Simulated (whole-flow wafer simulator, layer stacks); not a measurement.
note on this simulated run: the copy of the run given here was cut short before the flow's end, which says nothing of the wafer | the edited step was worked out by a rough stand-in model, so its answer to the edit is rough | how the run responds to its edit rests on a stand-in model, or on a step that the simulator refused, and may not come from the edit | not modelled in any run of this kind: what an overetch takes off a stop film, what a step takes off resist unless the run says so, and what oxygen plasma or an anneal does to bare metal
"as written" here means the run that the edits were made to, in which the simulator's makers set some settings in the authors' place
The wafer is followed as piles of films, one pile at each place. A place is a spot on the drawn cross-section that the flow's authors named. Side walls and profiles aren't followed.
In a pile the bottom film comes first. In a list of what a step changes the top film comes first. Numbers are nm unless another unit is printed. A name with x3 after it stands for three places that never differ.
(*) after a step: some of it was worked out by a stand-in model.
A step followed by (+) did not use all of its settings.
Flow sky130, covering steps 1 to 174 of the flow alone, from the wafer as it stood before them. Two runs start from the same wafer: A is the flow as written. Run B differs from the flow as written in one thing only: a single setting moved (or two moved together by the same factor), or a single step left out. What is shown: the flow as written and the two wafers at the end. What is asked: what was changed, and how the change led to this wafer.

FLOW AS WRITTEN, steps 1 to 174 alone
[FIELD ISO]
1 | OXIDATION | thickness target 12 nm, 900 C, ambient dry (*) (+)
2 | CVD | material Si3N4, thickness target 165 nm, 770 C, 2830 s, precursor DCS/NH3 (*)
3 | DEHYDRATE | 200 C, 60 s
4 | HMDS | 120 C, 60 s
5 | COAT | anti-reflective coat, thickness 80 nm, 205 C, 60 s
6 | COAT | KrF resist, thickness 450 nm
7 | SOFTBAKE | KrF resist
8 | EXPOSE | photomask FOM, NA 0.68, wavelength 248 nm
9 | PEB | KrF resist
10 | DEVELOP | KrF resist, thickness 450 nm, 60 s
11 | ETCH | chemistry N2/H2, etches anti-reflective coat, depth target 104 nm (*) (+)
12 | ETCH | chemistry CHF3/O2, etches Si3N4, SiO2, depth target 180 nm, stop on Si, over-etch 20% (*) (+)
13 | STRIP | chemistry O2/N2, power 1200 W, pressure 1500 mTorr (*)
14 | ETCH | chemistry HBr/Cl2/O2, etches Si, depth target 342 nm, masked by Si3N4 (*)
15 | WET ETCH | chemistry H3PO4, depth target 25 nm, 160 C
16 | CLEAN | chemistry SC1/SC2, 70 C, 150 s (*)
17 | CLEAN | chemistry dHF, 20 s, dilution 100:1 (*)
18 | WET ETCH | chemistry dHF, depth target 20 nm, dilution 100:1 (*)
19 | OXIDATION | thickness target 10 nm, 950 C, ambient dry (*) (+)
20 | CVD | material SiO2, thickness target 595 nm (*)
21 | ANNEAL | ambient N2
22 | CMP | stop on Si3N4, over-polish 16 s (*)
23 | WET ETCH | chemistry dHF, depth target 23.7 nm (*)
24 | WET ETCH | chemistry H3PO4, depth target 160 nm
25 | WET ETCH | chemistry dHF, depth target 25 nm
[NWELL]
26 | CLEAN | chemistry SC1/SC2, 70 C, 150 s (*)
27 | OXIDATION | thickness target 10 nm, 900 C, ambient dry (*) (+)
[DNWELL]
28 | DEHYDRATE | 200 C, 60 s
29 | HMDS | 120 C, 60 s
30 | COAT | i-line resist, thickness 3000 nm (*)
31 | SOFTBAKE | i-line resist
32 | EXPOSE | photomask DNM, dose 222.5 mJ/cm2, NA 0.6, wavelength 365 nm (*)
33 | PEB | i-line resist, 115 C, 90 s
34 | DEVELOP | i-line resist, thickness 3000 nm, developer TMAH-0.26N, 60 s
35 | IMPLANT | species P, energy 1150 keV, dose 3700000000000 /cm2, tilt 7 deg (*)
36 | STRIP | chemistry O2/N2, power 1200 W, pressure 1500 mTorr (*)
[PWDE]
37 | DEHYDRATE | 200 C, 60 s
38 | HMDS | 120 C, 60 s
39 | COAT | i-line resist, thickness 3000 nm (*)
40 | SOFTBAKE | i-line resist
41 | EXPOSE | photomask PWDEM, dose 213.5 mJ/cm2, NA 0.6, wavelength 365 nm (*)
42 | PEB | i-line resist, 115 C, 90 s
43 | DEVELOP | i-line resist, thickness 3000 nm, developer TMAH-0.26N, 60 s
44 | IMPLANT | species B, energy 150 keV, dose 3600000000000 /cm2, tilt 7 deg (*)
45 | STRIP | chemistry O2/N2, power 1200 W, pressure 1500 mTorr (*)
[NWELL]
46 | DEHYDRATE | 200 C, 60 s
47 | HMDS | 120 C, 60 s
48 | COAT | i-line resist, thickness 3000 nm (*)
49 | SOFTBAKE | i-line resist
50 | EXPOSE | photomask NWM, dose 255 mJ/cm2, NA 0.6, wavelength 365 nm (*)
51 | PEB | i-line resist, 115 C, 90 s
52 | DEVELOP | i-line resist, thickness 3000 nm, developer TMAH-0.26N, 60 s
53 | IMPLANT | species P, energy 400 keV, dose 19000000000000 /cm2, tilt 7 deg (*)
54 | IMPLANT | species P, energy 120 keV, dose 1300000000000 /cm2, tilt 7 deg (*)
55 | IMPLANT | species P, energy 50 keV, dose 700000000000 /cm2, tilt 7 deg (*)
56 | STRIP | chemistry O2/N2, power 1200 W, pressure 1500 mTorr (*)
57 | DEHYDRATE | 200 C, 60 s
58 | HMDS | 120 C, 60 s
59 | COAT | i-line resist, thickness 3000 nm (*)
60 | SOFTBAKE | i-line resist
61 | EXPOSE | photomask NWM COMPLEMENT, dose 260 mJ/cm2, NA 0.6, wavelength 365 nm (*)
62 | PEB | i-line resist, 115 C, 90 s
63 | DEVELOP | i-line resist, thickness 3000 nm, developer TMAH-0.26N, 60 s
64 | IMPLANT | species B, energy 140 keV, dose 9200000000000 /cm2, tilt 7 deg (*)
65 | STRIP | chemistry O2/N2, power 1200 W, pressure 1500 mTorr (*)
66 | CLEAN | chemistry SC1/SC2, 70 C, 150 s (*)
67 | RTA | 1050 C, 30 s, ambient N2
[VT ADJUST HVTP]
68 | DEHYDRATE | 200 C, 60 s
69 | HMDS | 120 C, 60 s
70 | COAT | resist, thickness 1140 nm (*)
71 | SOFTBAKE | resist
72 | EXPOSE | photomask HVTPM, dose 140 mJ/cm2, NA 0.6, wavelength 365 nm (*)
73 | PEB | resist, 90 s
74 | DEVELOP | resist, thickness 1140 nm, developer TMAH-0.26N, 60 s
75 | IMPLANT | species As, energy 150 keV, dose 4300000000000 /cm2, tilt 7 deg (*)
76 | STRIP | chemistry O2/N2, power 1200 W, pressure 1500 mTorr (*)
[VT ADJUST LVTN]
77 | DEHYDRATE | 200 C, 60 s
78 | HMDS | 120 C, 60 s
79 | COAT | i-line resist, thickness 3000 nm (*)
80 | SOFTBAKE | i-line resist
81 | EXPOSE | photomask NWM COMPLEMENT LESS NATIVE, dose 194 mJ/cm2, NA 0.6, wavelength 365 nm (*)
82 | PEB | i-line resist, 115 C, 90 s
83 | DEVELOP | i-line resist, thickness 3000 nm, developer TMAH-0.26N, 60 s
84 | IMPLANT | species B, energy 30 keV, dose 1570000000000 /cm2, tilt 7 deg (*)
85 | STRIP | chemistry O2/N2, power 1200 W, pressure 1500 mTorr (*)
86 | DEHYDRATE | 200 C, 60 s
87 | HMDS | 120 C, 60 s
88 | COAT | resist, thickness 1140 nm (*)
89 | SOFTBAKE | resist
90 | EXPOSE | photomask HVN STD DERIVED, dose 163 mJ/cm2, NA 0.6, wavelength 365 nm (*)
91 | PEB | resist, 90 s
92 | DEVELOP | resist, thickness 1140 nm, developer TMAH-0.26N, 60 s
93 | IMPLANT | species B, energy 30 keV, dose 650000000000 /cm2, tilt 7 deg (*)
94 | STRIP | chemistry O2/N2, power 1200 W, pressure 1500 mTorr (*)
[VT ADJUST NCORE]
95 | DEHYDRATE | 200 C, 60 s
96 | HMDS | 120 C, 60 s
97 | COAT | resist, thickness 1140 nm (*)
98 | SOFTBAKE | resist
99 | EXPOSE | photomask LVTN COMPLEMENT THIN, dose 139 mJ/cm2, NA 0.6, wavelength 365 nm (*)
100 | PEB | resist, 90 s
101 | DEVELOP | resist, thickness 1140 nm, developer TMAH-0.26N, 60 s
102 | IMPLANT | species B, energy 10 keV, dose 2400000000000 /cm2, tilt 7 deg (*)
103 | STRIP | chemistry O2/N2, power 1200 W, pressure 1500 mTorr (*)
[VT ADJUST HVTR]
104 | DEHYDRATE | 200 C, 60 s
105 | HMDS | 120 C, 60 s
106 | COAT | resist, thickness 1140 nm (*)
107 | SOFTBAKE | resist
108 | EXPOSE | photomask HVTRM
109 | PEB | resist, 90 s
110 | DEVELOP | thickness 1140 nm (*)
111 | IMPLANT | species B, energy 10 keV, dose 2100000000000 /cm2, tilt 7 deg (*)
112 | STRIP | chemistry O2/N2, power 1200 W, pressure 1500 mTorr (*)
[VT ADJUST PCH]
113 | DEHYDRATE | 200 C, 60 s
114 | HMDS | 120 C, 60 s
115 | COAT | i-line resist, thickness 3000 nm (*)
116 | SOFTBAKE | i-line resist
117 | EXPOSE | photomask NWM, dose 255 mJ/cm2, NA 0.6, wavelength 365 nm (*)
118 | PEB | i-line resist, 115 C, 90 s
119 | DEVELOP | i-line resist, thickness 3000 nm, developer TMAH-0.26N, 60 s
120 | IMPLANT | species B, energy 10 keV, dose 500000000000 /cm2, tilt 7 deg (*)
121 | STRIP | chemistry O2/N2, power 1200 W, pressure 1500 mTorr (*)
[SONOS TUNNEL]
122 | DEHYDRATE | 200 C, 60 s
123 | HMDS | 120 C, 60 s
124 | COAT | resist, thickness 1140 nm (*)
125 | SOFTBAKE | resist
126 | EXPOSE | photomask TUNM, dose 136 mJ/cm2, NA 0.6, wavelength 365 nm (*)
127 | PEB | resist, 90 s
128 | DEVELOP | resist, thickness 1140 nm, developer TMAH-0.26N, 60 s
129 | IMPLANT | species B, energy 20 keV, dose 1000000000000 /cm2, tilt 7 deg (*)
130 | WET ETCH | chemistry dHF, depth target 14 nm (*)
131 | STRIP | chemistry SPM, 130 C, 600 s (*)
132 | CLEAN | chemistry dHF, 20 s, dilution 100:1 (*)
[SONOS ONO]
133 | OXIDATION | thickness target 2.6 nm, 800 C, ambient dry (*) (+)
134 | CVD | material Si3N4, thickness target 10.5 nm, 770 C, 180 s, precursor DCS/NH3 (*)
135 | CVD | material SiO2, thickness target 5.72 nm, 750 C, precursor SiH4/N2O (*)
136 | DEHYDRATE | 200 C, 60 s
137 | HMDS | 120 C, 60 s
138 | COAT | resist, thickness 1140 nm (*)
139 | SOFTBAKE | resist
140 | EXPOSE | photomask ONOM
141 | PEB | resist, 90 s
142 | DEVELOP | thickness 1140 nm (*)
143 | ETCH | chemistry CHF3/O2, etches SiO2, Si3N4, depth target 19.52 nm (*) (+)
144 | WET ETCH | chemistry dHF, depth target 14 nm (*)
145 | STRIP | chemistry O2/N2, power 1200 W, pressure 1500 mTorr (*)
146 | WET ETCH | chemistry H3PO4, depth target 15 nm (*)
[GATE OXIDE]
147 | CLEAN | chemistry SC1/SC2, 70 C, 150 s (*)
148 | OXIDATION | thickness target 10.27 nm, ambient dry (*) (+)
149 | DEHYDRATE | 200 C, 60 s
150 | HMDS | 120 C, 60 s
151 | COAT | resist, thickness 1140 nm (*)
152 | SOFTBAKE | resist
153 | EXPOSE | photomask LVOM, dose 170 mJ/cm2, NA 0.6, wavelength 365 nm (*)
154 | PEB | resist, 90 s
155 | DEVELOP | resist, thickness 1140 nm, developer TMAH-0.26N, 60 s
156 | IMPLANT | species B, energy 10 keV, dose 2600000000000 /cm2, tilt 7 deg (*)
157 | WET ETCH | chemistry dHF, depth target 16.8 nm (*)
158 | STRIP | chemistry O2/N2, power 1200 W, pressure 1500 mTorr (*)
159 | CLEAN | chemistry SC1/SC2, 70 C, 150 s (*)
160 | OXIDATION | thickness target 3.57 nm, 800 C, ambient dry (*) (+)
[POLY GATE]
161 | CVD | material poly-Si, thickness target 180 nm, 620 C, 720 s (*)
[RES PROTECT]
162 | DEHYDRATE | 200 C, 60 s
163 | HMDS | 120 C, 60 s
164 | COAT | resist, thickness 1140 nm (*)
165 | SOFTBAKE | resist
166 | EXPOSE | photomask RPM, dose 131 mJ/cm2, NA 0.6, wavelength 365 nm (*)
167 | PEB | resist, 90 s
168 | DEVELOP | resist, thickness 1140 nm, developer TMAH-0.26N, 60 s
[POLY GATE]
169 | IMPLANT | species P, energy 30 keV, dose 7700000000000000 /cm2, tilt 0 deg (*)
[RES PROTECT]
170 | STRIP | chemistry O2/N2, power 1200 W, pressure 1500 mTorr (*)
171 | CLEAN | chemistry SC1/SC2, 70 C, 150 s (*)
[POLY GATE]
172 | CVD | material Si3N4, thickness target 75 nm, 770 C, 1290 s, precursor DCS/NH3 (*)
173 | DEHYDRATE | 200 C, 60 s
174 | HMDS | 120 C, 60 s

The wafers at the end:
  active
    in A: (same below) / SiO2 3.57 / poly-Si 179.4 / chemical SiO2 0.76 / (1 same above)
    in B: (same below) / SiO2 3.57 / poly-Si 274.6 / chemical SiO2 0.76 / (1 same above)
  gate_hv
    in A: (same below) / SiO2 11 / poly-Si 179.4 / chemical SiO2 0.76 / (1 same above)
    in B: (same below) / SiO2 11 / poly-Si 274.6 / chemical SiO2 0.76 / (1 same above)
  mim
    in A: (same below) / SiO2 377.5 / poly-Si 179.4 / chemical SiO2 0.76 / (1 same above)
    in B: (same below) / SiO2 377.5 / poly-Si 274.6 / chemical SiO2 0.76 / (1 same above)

Cause: step 161, CVD: 643 C was run, while the flow as written has 620 C.

How this came from the change, step by step:
  161 | CVD | material poly-Si, thickness target 180 nm, 620 C, 720 s (*)
      field, active, n_well and 186 more: A +180 poly-Si (new film) | B +275.2 poly-Si (new film)
      ndiff_dn: A +215.7 poly-Si (new film) | B +316 poly-Si (new film)
